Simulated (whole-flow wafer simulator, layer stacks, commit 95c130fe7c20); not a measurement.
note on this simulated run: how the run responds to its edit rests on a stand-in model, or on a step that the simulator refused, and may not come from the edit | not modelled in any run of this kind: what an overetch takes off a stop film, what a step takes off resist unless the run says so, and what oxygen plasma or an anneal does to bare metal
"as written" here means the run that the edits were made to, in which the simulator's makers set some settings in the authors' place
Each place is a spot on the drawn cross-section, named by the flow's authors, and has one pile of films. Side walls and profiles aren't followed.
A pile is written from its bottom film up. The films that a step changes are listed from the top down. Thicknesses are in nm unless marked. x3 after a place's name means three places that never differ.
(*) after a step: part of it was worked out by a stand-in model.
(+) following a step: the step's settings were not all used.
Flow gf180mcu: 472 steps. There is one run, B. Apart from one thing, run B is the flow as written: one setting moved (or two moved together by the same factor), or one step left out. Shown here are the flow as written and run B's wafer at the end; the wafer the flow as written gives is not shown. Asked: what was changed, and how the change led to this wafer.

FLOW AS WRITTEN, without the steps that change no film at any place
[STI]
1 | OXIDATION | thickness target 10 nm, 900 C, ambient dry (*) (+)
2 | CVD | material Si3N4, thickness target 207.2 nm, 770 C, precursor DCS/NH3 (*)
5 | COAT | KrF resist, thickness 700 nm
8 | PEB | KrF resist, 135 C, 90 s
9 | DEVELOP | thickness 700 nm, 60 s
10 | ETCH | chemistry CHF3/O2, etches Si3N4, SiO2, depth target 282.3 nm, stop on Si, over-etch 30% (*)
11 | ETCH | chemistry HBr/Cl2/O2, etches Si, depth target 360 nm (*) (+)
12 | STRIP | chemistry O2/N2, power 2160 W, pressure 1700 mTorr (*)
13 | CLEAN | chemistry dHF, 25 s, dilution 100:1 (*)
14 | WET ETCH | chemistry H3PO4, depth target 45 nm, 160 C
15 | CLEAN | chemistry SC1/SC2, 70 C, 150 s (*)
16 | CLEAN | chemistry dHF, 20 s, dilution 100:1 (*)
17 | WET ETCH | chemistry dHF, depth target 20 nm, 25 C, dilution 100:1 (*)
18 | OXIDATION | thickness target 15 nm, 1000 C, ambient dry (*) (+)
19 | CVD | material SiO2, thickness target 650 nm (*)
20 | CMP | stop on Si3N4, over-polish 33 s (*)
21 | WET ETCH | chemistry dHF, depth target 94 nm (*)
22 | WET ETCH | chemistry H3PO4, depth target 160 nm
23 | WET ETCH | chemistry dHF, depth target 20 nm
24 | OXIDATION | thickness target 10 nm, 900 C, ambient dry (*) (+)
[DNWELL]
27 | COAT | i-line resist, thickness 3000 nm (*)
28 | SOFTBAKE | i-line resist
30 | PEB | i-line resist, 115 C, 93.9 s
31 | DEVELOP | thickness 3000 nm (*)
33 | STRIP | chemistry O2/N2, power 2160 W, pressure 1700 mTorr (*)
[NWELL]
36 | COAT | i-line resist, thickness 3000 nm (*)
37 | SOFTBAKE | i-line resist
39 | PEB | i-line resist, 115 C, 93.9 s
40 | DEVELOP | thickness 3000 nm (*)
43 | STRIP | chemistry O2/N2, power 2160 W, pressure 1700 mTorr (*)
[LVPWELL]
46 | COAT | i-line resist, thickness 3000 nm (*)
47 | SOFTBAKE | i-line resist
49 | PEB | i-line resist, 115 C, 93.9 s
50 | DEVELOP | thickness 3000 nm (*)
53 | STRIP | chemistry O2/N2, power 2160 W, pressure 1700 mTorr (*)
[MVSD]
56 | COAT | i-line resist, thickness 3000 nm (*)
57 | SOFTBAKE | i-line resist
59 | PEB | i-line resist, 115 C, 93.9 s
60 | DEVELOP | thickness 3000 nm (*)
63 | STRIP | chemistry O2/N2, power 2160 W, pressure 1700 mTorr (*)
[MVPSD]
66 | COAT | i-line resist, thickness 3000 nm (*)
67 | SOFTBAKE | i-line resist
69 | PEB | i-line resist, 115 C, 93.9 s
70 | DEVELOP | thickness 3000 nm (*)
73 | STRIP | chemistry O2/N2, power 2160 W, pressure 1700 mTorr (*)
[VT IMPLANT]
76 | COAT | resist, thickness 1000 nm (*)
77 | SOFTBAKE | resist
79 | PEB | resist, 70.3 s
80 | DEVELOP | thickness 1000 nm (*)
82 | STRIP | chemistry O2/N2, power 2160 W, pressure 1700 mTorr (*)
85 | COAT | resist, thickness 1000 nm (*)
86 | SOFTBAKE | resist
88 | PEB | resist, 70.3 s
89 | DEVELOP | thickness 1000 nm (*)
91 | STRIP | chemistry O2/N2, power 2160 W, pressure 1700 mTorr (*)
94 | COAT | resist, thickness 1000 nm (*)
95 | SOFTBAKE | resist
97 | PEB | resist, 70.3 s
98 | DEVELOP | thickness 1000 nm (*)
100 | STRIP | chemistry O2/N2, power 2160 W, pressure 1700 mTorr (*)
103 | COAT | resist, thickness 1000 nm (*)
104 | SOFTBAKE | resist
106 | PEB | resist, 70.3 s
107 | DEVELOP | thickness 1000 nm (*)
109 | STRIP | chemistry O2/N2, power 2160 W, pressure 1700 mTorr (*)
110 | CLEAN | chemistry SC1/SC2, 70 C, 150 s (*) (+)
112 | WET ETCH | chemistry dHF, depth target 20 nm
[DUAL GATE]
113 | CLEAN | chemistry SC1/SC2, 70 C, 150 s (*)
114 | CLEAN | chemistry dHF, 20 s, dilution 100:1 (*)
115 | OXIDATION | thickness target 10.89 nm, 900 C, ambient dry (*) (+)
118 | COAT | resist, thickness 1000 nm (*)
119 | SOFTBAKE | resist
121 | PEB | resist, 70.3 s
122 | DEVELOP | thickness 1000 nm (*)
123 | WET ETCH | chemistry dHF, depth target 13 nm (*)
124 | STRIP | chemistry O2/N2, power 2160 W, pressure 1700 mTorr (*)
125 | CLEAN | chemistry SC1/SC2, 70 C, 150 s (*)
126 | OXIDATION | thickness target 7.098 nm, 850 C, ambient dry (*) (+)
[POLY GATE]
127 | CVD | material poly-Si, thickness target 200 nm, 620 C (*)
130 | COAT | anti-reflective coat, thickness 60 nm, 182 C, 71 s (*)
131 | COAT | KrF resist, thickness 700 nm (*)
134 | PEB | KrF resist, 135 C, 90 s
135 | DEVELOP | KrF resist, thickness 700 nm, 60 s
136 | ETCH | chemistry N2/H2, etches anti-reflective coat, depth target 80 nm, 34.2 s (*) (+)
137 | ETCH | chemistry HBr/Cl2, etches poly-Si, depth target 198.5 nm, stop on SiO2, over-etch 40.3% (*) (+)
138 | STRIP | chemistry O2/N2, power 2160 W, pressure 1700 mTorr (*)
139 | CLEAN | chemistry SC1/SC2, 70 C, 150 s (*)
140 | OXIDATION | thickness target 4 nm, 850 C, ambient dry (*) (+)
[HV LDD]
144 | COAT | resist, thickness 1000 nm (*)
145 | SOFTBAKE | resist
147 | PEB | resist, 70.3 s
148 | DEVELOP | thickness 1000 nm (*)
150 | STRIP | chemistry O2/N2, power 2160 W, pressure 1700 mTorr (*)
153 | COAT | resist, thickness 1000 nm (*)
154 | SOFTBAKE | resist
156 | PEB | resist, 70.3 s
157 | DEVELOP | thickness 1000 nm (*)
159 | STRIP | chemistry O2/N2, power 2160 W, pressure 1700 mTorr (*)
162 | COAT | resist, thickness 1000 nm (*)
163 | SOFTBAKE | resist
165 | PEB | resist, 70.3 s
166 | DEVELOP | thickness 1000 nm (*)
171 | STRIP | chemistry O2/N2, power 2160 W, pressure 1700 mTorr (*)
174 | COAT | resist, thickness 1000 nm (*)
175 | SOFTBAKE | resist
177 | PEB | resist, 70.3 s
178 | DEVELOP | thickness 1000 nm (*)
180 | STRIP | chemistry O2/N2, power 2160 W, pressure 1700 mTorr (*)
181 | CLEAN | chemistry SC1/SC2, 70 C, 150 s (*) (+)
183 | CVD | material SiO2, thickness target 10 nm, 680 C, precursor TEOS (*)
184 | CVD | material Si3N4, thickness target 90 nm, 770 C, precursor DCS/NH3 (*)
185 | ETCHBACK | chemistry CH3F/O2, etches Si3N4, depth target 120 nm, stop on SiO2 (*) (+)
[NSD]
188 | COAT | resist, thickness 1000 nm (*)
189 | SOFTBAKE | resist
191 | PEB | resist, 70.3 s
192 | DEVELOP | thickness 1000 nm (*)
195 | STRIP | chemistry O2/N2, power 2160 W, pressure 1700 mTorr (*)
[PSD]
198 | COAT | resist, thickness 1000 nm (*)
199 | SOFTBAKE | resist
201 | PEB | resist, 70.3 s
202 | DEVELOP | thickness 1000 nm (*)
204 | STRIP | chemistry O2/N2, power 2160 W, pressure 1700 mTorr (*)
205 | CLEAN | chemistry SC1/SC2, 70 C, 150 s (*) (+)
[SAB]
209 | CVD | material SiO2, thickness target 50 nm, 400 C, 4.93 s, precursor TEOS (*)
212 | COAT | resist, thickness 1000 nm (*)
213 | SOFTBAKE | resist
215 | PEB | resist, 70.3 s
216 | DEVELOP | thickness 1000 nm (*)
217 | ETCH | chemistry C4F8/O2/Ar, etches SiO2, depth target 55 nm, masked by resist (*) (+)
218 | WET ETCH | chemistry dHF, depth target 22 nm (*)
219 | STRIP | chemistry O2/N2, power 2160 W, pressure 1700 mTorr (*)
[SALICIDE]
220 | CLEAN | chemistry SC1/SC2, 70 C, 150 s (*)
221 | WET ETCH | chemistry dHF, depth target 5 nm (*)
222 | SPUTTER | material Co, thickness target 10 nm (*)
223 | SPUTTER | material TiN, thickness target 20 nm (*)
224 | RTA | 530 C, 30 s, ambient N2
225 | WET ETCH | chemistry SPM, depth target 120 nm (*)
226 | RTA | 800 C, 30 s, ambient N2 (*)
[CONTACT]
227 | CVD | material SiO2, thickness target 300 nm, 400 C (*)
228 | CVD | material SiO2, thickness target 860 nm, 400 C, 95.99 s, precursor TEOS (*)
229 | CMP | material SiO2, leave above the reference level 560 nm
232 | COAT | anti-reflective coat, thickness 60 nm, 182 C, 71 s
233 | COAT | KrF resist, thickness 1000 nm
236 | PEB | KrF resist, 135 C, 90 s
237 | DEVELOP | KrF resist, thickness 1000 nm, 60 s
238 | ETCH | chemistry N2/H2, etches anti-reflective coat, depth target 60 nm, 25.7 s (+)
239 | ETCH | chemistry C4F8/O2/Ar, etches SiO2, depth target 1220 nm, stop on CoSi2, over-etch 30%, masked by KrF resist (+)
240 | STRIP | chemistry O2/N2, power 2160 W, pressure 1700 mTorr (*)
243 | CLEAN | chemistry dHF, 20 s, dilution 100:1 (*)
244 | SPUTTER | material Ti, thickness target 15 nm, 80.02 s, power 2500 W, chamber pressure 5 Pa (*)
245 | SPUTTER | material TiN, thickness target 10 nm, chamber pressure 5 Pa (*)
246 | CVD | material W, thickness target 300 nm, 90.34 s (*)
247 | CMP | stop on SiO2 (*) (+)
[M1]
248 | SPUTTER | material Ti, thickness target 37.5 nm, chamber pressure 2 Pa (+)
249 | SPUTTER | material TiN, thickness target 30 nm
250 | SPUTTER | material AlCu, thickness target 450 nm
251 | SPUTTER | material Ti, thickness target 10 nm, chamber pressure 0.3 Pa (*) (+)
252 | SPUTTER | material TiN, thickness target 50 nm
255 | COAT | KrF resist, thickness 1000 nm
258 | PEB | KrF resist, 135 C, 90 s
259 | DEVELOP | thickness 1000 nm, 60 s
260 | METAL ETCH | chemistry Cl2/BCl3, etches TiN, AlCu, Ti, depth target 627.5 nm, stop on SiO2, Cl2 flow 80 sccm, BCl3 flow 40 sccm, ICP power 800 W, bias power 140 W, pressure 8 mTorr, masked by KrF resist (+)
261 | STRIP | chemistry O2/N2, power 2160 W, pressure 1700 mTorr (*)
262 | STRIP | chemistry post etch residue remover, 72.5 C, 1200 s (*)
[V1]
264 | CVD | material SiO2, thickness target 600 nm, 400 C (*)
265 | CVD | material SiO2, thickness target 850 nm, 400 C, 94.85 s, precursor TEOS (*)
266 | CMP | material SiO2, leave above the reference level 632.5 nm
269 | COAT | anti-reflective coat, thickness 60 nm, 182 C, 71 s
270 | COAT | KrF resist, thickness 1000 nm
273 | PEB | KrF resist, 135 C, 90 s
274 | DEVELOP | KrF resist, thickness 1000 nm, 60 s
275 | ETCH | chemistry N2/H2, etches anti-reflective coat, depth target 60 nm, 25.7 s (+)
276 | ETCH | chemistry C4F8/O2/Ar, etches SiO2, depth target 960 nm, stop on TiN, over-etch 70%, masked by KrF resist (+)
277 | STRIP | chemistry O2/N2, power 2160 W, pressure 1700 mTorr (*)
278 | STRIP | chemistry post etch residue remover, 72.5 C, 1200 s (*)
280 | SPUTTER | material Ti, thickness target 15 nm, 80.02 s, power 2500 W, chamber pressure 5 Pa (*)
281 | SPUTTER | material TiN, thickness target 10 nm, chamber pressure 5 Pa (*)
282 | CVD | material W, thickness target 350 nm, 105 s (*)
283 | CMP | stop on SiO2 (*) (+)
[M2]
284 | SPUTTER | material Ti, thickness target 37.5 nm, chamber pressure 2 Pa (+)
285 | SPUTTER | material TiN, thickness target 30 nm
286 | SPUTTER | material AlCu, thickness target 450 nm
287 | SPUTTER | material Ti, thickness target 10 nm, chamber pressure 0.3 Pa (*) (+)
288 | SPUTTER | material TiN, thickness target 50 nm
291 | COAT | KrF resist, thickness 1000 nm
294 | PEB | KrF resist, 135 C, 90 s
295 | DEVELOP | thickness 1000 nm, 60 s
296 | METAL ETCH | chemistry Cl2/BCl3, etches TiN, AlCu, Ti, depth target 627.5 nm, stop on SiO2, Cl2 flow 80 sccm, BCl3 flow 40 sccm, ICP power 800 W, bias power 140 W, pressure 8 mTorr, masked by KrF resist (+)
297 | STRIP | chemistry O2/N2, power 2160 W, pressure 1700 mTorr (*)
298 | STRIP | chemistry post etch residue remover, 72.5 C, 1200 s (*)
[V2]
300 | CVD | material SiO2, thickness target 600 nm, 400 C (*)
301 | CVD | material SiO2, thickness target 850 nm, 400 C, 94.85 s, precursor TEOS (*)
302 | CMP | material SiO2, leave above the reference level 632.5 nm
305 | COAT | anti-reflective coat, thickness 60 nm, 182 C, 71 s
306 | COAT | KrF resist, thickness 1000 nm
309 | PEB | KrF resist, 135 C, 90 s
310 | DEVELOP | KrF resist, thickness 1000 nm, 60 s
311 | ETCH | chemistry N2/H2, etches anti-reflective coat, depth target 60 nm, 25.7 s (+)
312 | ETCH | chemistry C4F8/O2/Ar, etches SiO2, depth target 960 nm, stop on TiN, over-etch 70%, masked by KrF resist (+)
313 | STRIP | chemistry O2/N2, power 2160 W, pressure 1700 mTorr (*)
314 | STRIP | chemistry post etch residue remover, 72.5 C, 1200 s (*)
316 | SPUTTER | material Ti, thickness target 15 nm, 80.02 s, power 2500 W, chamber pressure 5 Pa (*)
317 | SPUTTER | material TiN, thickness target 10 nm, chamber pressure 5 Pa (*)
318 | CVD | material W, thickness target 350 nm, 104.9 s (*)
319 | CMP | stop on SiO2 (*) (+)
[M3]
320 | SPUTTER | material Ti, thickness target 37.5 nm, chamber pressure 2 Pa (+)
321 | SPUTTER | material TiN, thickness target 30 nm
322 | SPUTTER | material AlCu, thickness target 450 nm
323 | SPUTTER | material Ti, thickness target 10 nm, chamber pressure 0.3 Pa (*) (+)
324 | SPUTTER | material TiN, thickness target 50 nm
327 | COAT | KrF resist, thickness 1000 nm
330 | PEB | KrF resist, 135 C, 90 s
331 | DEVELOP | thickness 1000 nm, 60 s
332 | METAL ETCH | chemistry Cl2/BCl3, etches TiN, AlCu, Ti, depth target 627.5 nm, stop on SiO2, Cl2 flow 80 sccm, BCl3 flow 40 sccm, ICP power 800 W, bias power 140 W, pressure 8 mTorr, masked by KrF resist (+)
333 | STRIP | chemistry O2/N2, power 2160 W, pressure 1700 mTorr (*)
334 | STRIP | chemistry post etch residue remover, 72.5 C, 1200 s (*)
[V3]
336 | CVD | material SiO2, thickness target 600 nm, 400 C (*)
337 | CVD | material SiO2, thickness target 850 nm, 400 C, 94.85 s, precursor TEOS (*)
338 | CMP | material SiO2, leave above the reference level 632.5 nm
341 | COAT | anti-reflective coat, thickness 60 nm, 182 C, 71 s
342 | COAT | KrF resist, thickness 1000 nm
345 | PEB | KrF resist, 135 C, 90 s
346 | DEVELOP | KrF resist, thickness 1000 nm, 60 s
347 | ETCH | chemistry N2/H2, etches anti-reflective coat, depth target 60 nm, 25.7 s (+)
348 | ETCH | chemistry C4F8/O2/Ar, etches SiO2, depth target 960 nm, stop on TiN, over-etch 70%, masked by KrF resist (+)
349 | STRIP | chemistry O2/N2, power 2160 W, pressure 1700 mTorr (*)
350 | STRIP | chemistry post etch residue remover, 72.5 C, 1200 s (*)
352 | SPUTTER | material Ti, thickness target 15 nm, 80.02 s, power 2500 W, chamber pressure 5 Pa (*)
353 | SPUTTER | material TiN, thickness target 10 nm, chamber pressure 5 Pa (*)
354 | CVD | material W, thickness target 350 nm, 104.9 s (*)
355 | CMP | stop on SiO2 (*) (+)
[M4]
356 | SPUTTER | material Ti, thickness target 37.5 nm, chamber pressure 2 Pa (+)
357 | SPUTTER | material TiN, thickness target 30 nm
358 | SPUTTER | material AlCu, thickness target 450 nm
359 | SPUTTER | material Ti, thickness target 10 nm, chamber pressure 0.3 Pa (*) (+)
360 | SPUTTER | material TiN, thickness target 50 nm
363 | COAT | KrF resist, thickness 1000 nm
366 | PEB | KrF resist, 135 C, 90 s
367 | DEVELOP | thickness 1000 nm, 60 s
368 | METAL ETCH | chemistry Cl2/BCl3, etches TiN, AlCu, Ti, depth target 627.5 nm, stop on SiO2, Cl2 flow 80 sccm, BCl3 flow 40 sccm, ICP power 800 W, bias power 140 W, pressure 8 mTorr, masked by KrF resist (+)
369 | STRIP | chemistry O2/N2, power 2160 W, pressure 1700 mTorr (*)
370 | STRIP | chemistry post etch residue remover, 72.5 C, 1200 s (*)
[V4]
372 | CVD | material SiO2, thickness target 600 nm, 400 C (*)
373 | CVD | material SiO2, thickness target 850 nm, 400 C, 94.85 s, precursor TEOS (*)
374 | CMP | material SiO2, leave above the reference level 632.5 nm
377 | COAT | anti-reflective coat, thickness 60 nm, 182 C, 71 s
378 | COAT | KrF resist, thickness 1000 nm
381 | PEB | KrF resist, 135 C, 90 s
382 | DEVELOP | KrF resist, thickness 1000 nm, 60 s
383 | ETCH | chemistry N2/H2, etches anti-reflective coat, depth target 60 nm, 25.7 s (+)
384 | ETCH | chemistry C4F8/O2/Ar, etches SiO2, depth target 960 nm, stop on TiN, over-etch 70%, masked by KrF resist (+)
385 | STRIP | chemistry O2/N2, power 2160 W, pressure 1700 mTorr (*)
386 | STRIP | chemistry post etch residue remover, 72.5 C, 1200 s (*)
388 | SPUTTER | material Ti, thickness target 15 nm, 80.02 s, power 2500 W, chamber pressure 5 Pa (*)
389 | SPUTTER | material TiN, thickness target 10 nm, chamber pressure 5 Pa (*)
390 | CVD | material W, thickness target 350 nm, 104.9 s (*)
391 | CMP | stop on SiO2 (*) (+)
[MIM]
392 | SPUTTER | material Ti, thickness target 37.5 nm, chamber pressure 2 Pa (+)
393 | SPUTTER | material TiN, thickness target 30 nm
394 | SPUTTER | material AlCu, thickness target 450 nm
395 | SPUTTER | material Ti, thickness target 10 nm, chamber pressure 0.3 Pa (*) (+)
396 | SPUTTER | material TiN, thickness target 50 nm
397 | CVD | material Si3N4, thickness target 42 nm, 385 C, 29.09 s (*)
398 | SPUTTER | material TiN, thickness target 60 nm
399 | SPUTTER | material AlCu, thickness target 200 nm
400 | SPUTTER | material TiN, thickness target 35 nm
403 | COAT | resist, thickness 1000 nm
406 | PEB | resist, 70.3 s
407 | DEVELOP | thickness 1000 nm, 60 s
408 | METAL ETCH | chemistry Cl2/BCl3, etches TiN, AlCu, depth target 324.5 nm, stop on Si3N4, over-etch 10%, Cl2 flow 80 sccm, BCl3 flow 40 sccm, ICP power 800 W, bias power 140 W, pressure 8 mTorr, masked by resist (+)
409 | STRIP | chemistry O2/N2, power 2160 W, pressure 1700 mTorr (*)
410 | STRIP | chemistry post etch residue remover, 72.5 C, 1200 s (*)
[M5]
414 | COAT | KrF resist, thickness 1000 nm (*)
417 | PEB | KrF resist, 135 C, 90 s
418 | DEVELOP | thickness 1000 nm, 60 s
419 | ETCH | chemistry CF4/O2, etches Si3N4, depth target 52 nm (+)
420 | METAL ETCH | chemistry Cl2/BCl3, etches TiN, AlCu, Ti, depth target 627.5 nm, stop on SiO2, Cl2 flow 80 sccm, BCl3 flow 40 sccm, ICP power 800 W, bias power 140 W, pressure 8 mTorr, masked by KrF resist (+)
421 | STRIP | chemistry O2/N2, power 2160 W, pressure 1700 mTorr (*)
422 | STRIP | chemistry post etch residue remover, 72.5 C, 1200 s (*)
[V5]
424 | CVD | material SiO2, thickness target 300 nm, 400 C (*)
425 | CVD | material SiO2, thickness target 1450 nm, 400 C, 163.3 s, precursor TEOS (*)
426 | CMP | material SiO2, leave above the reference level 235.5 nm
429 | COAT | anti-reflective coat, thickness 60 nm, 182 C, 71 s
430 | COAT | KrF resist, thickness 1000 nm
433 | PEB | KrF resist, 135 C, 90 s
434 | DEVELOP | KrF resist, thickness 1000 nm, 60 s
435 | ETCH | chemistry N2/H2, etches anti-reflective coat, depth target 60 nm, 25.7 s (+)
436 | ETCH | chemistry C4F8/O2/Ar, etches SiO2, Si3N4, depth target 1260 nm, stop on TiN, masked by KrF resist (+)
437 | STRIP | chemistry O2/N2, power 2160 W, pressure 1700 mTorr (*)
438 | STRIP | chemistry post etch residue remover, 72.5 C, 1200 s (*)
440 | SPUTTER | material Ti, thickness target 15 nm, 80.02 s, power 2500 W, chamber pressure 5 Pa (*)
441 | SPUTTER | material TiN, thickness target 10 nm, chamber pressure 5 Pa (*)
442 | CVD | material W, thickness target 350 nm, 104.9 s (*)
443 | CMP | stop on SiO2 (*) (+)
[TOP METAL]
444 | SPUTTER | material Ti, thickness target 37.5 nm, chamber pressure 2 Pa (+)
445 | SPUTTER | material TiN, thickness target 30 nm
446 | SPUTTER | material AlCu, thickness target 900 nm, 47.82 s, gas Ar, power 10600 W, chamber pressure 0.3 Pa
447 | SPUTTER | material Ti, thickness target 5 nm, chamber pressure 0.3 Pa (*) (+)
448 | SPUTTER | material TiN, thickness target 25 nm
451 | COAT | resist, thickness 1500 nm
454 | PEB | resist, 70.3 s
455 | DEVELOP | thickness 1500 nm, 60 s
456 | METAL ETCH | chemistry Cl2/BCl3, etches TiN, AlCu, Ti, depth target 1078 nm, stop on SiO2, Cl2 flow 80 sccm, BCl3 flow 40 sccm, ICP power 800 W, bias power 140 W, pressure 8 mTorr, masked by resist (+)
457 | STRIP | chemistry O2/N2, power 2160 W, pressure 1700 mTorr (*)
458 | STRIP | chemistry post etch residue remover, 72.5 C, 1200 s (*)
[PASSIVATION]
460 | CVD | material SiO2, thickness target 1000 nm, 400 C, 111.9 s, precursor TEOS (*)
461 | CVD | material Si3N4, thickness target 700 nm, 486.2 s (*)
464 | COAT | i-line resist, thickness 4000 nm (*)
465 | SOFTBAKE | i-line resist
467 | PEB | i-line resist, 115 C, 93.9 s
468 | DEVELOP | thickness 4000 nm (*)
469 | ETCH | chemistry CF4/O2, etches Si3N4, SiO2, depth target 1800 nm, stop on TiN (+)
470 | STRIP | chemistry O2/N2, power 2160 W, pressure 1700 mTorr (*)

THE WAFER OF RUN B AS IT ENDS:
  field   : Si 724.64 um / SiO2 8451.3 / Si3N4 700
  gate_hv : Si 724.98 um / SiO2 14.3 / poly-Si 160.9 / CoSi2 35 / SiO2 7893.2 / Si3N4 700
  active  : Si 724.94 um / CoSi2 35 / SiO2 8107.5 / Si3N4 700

Cause: step 229, CMP: leave above the reference level 784 nm was run, whereas the flow has leave above the reference level 560 nm.

The path from the change to this, step by step:
  229 | CMP | material SiO2, leave above the reference level 560 nm
      mim: nothing (it would be, as written: SiO2 loses 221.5)
      gate_hv, gate_nat, ld_gate_n and 11 more: SiO2 loses 290.3 (it would be, as written: SiO2 loses 514.3)
      (also at 96 further places)
  232 | COAT | anti-reflective coat, thickness 60 nm, 182 C, 71 s
      mim: anti-reflective coat gains 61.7 (new film) (it would be, as written: anti-reflective coat gains 60 (new film))
  239 | ETCH | chemistry C4F8/O2/Ar, etches SiO2, depth target 1220 nm, stop on CoSi2, over-etch 30%, masked by KrF resist (+)
      field, field__w1, field__w2 and 105 more: KrF resist loses 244 (it would be, as written: KrF resist loses 223.5)
      polyc_n, polyc_p: SiO2 loses 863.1 (all of it) (it would be, as written: SiO2 loses 639.1 (all of it))
      (also at 1 further place)
  240 | STRIP | chemistry O2/N2, power 2160 W, pressure 1700 mTorr (*)
      field, field__w1, field__w5 and 88 more: KrF resist loses 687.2 (all of it), anti-reflective coat loses 60 (all of it) (it would be, as written: KrF resist loses 707.7 (all of it), anti-reflective coat loses 60 (all of it))
      field__w2, field__w3, field__w6, active_hv, npoly_u, nw_enc_fld_lv__w1, nw_enc_fld_lv__w4, gate_hv5: KrF resist loses 687.1 (all of it), anti-reflective coat loses 60 (all of it) (it would be, as written: KrF resist loses 707.7 (all of it), anti-reflective coat loses 60 (all of it))
      (also at 9 further places)
  244 | SPUTTER | material Ti, thickness target 15 nm, 80.02 s, power 2500 W, chamber pressure 5 Pa (*)
      contact: Ti gains 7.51 (new film) (it would be, as written: Ti gains 8.55 (new film))
  245 | SPUTTER | material TiN, thickness target 10 nm, chamber pressure 5 Pa (*)
      contact: TiN gains 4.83 (new film) (it would be, as written: TiN gains 5.48 (new film))
  246 | CVD | material W, thickness target 300 nm, 90.34 s (*)
      polyc_n, polyc_p: W gains 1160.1 (new film) (it would be, as written: W gains 936.1 (new film))
      contact: W gains 1393.2 (new film) (it would be, as written: W gains 1167.5 (new film))
  247 | CMP | stop on SiO2 (*) (+)
      mim: W loses 300 (all of it), TiN loses 10 (all of it), Ti loses 15 (all of it), SiO2 loses 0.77 (it would be, as written: W loses 300 (all of it), TiN loses 10 (all of it), Ti loses 15 (all of it), SiO2 loses 3.29)
